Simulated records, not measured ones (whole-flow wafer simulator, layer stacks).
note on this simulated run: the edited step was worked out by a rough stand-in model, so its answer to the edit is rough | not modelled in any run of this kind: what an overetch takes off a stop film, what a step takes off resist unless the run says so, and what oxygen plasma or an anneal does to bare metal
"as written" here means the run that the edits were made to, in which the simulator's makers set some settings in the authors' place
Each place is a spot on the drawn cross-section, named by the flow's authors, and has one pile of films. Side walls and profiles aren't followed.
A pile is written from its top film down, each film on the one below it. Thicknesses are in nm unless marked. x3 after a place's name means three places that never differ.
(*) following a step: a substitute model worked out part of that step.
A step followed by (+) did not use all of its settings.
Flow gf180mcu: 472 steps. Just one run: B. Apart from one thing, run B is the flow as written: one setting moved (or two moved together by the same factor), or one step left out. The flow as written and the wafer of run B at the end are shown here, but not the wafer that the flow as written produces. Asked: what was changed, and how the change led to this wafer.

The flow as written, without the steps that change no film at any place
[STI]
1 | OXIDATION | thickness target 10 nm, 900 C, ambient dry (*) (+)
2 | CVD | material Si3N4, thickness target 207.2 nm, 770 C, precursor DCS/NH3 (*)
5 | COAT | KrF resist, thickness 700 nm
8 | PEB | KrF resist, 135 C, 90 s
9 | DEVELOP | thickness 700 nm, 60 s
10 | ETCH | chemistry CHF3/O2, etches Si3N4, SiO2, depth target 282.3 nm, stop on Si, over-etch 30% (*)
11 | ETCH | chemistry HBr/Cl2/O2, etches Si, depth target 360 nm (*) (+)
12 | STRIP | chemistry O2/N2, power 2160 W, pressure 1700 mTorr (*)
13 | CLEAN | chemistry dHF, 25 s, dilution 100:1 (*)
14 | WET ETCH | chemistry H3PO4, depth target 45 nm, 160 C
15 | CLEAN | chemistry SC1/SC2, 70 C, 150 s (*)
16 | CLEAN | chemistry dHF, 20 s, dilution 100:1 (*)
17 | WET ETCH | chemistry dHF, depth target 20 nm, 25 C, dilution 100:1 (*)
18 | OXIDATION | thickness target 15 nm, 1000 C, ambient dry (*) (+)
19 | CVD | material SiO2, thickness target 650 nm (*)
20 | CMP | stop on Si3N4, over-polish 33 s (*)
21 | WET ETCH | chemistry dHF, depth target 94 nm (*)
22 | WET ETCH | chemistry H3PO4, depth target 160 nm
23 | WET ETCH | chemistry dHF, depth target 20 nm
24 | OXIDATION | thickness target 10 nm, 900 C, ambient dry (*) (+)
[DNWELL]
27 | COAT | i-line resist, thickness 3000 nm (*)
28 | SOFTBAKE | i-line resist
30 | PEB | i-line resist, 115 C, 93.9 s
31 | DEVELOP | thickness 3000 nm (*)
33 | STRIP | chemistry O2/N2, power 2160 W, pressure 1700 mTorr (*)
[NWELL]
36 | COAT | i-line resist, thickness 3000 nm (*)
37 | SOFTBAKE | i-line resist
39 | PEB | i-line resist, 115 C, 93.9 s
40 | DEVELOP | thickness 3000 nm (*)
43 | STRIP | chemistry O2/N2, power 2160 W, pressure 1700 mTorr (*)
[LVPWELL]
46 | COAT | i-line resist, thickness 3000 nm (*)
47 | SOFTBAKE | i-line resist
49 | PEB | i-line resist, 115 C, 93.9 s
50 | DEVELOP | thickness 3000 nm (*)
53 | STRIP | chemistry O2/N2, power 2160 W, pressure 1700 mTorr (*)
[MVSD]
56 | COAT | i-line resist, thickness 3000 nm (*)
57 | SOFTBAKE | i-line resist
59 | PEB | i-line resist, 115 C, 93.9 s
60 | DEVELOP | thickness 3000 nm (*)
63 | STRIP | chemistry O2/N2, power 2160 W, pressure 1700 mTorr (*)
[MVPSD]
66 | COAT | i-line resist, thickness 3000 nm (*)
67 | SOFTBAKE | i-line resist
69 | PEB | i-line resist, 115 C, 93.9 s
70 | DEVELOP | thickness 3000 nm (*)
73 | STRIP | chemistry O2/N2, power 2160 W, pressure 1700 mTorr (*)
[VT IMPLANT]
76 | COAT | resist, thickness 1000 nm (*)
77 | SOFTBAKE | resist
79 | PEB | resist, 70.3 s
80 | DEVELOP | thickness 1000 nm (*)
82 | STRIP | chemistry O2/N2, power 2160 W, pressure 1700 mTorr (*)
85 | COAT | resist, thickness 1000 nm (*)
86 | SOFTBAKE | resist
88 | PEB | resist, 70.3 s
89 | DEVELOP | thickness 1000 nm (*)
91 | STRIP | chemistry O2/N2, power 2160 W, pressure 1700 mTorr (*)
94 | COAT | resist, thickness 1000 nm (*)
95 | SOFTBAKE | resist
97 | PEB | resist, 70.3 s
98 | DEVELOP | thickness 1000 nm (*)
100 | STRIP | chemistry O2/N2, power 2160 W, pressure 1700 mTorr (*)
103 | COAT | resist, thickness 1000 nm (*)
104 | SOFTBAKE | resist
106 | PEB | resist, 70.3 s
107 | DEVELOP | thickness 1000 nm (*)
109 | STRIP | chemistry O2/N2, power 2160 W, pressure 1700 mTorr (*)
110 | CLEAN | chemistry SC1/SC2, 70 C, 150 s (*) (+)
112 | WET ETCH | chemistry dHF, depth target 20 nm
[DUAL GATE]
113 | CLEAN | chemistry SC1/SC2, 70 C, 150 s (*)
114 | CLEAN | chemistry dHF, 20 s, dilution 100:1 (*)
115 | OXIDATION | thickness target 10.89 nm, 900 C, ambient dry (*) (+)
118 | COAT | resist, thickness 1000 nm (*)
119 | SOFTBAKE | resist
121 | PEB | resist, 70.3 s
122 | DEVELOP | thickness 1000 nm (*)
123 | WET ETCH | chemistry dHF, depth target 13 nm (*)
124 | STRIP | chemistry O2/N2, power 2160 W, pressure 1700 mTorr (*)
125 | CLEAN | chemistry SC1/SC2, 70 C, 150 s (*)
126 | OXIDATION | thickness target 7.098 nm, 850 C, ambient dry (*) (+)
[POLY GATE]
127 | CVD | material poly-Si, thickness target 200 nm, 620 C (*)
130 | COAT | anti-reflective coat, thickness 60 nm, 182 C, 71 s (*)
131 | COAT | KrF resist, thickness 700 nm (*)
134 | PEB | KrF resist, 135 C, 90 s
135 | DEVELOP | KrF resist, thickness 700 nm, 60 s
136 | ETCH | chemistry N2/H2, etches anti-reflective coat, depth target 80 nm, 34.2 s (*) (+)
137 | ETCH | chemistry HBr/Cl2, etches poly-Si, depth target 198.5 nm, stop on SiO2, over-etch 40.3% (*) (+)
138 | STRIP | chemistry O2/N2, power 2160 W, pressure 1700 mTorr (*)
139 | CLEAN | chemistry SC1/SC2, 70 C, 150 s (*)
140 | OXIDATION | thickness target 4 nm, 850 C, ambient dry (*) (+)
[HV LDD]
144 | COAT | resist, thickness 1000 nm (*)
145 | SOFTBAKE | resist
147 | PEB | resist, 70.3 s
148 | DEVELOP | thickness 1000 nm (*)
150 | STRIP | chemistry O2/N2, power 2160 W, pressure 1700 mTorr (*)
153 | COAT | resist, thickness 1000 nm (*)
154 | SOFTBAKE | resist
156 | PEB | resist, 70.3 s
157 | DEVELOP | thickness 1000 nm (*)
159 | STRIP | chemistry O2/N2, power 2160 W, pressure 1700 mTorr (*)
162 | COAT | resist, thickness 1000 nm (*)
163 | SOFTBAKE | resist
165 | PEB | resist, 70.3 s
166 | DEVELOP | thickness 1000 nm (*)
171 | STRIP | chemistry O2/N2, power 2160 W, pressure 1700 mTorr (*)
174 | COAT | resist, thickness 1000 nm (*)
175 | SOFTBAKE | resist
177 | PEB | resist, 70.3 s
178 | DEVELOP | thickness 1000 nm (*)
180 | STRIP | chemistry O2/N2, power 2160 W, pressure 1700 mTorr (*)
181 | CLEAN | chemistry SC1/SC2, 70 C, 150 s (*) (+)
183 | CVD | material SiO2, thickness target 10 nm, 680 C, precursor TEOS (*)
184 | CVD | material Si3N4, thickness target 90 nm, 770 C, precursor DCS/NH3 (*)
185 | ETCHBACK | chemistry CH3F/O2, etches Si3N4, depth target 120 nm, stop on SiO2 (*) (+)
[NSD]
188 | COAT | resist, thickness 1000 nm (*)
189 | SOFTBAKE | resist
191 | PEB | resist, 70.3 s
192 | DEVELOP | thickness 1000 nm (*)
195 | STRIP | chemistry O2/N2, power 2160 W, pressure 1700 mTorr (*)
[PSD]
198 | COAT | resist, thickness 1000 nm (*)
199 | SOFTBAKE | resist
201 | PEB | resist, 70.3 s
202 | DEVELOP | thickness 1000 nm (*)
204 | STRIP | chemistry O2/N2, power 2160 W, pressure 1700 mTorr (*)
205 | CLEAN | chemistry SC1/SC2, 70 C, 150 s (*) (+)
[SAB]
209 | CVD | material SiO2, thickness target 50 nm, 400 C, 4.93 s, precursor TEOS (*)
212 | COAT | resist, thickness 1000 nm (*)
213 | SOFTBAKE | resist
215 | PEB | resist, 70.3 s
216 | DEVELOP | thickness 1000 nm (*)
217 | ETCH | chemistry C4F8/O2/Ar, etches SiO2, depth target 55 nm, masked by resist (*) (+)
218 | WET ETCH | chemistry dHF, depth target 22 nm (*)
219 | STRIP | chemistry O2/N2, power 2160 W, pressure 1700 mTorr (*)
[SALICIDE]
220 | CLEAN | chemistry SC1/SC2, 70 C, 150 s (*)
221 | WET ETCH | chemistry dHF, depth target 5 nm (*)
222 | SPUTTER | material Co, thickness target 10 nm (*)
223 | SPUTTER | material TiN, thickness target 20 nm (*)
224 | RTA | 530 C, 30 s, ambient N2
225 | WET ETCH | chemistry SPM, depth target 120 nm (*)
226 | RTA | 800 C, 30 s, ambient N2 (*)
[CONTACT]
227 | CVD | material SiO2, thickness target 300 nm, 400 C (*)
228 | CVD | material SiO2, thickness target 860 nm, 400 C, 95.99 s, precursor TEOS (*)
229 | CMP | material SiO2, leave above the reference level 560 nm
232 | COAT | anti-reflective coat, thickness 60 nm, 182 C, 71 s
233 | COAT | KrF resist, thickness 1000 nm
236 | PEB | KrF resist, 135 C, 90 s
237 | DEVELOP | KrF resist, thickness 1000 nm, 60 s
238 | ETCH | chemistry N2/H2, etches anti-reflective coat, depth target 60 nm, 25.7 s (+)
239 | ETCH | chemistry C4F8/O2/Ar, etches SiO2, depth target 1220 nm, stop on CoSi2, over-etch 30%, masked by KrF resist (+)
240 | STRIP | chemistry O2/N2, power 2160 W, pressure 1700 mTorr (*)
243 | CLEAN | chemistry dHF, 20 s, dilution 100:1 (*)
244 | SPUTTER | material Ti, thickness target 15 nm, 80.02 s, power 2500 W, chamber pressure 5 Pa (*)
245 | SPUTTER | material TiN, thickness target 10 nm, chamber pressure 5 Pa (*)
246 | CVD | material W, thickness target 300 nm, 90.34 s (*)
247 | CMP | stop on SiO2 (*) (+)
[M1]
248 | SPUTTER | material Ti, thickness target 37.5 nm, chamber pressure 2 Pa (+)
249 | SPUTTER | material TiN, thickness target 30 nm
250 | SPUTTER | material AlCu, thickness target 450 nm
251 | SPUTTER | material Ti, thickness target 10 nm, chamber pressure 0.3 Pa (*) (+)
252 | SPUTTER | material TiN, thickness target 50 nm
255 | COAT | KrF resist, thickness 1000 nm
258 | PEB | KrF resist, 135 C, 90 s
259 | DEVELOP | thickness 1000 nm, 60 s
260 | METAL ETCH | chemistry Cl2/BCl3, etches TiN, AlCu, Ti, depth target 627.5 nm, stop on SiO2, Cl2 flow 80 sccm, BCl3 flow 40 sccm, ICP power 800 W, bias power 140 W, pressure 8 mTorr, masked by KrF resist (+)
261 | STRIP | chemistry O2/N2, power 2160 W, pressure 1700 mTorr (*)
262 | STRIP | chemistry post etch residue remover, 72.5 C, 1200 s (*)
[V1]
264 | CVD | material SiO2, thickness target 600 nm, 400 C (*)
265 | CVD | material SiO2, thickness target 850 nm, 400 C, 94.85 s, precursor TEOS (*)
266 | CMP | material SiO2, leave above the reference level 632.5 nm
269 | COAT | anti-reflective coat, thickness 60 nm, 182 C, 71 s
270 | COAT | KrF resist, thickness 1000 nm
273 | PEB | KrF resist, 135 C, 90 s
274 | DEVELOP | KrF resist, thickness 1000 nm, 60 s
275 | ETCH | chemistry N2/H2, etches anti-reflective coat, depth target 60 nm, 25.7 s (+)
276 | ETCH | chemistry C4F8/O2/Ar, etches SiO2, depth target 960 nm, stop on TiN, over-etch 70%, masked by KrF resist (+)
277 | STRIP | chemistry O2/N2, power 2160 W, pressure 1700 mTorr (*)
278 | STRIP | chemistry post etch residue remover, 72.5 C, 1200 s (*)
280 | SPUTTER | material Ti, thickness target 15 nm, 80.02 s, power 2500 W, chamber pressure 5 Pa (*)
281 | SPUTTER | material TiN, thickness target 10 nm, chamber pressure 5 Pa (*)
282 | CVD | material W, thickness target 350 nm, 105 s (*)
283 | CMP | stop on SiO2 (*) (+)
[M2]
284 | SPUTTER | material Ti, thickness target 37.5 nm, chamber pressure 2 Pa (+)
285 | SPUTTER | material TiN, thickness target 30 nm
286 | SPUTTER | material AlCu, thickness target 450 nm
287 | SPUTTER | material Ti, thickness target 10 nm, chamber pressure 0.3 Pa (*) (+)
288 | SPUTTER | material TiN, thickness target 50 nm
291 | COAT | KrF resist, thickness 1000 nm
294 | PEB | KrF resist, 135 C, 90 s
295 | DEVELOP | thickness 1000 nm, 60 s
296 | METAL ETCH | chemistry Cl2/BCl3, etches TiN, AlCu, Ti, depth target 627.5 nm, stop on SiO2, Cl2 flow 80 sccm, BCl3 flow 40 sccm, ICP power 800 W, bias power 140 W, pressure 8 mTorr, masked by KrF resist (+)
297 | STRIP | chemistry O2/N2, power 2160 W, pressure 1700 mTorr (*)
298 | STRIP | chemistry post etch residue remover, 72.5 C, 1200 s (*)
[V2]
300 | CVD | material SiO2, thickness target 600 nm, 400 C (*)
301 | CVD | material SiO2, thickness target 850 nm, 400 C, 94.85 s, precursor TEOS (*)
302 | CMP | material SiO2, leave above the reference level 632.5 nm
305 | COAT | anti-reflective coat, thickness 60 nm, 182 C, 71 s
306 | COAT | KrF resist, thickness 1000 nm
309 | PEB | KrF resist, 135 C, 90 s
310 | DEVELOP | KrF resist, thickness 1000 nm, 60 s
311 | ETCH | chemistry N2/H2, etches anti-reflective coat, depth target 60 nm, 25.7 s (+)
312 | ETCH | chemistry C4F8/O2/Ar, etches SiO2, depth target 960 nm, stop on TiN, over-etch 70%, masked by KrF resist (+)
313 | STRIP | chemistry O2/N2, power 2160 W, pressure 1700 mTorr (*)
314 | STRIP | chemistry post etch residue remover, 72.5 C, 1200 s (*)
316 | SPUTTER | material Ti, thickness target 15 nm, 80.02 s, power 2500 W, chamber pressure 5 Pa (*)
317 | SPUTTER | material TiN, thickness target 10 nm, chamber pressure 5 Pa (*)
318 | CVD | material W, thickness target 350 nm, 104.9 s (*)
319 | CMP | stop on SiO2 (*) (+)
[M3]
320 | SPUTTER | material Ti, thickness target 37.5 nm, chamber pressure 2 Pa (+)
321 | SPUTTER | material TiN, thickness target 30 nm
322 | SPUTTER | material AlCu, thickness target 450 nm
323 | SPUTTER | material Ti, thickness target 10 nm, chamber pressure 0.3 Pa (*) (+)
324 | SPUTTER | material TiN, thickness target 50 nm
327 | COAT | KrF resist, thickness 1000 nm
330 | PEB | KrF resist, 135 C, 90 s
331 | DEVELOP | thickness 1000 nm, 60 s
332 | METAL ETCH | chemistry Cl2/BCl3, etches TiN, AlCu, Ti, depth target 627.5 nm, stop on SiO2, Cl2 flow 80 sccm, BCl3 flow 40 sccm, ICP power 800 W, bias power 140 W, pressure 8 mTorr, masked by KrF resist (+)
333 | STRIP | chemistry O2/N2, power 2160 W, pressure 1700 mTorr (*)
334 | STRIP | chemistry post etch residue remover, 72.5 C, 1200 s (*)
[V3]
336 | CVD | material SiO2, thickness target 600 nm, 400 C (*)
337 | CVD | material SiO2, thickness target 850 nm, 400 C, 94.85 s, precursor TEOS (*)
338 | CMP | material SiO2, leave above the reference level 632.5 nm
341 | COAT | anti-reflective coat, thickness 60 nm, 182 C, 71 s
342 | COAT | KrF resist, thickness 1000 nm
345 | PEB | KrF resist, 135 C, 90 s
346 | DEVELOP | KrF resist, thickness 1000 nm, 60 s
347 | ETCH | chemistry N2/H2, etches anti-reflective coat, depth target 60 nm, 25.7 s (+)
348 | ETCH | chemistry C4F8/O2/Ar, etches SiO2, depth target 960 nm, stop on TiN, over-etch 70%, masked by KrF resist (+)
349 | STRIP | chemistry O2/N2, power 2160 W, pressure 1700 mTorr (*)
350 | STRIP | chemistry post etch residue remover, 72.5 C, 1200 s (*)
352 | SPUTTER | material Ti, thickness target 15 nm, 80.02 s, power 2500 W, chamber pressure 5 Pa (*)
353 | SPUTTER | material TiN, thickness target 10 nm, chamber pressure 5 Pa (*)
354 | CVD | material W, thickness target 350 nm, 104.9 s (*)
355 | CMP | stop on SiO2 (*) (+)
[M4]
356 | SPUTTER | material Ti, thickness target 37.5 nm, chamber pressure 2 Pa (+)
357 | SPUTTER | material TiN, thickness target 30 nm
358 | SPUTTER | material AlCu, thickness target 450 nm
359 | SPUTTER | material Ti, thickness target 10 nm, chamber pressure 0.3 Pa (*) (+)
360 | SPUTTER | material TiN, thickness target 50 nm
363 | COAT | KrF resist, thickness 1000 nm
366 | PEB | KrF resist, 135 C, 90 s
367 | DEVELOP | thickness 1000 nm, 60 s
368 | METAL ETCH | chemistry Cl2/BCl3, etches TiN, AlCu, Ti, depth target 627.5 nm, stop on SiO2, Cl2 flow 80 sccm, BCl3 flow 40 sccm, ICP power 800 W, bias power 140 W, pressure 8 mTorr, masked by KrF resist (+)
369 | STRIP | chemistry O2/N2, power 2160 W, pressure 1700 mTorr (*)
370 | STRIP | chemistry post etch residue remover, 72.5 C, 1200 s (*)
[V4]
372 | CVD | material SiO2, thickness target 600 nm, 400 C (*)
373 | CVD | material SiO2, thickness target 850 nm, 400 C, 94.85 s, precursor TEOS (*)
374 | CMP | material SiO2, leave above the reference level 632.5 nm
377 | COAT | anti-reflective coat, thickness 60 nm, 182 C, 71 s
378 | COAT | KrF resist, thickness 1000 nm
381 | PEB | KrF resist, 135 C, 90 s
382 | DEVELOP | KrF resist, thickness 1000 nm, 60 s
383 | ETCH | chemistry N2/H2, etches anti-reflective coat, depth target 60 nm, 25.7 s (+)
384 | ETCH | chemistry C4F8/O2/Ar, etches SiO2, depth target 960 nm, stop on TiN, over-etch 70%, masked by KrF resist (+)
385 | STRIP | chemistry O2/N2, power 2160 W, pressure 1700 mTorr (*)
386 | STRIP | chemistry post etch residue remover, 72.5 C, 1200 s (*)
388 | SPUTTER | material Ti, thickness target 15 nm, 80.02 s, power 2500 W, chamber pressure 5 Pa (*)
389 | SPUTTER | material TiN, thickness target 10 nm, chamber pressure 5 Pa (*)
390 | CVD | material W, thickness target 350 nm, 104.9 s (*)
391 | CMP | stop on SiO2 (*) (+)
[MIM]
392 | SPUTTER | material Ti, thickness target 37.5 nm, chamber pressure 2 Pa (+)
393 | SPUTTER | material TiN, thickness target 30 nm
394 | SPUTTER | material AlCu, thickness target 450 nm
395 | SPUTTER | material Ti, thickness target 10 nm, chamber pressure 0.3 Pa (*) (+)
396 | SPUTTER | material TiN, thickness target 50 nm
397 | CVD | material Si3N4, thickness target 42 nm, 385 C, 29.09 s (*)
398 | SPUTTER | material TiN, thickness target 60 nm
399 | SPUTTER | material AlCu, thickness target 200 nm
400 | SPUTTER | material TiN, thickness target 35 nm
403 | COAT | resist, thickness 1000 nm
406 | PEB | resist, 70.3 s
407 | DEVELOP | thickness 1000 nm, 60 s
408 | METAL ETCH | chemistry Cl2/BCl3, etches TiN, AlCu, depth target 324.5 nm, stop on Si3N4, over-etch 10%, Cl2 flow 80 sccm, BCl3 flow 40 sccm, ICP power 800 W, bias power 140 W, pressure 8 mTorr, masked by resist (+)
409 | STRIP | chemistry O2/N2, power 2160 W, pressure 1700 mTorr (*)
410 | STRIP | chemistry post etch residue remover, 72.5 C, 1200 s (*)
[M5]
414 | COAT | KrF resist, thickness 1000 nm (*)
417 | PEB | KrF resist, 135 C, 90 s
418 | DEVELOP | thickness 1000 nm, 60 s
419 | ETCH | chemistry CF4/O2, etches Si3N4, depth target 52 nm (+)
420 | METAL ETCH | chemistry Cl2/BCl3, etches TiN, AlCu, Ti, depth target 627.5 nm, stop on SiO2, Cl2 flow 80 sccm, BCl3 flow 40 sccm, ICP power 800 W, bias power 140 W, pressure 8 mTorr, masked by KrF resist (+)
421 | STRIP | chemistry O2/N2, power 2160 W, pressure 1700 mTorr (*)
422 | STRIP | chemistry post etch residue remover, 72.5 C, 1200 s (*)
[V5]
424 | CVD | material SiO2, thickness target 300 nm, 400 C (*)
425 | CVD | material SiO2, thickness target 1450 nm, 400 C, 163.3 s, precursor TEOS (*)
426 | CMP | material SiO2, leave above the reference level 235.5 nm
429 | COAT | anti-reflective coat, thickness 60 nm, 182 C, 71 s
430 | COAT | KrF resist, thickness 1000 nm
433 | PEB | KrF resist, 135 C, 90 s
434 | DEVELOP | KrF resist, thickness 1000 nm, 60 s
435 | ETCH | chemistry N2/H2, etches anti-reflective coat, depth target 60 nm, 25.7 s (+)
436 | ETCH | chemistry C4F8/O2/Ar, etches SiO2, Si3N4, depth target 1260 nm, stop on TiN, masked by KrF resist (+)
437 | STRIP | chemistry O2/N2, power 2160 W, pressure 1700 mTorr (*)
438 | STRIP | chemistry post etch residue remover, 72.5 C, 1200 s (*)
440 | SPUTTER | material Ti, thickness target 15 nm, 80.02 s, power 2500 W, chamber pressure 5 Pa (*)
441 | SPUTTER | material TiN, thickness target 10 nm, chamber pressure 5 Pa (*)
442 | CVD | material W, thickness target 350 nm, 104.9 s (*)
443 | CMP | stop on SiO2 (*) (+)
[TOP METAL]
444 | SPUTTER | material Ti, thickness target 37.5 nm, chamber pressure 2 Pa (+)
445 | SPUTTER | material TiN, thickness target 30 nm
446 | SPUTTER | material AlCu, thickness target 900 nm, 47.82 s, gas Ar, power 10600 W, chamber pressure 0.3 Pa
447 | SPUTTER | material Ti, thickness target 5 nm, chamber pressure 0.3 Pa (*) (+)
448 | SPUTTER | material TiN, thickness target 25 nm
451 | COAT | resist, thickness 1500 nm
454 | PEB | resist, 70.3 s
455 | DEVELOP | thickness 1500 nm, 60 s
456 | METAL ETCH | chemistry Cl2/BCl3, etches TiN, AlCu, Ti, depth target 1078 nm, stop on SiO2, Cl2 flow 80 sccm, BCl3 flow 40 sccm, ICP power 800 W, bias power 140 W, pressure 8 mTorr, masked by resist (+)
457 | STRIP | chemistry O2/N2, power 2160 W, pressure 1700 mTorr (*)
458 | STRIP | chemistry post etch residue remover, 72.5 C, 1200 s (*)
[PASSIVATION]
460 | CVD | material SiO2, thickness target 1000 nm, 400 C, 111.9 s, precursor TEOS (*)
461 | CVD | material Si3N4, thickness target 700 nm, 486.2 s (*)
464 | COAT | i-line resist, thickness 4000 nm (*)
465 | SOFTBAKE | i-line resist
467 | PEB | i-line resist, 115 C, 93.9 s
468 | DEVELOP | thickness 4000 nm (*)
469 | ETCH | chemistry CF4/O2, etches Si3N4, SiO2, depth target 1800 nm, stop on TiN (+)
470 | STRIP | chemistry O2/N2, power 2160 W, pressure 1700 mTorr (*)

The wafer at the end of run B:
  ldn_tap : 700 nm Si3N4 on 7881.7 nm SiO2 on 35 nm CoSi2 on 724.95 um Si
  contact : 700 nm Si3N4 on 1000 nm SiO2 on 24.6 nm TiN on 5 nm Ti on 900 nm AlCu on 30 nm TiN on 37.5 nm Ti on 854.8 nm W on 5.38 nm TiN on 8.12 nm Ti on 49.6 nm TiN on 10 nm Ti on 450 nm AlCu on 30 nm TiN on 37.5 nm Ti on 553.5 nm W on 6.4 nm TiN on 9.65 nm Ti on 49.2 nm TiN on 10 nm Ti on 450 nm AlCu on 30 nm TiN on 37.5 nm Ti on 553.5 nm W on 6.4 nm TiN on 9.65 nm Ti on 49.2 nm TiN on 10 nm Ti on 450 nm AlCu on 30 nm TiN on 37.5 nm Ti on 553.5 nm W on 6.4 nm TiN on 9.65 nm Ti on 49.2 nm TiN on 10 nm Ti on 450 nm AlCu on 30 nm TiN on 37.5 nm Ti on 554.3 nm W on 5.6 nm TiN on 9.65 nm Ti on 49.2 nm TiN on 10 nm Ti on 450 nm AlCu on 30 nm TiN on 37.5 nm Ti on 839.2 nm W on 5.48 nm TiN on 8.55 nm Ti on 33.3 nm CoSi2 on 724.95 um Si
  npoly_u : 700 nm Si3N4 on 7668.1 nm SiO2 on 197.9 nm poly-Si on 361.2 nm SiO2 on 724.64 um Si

What caused this: step 281, SPUTTER: thickness target 8.75 nm was run, though the flow has thickness target 10 nm.

How this came from the change, step by step:
  281 | SPUTTER | material TiN, thickness target 10 nm, chamber pressure 5 Pa (*)
      field, field__w1, field__w2 and 107 more: TiN gains 8.75 (new film) (it would be, as written: TiN gains 10 (new film))
      contact: TiN gains 5.6 (new film) (it would be, as written: TiN gains 6.4 (new film))
  283 | CMP | stop on SiO2 (*) (+)
      field, field__w1, field__w2 and 107 more: W loses 350 (all of it), TiN loses 8.75 (all of it), Ti loses 15 (all of it), SiO2 loses 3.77 (it would be, as written: W loses 350 (all of it), TiN loses 10 (all of it), Ti loses 15 (all of it), SiO2 loses 3.78)
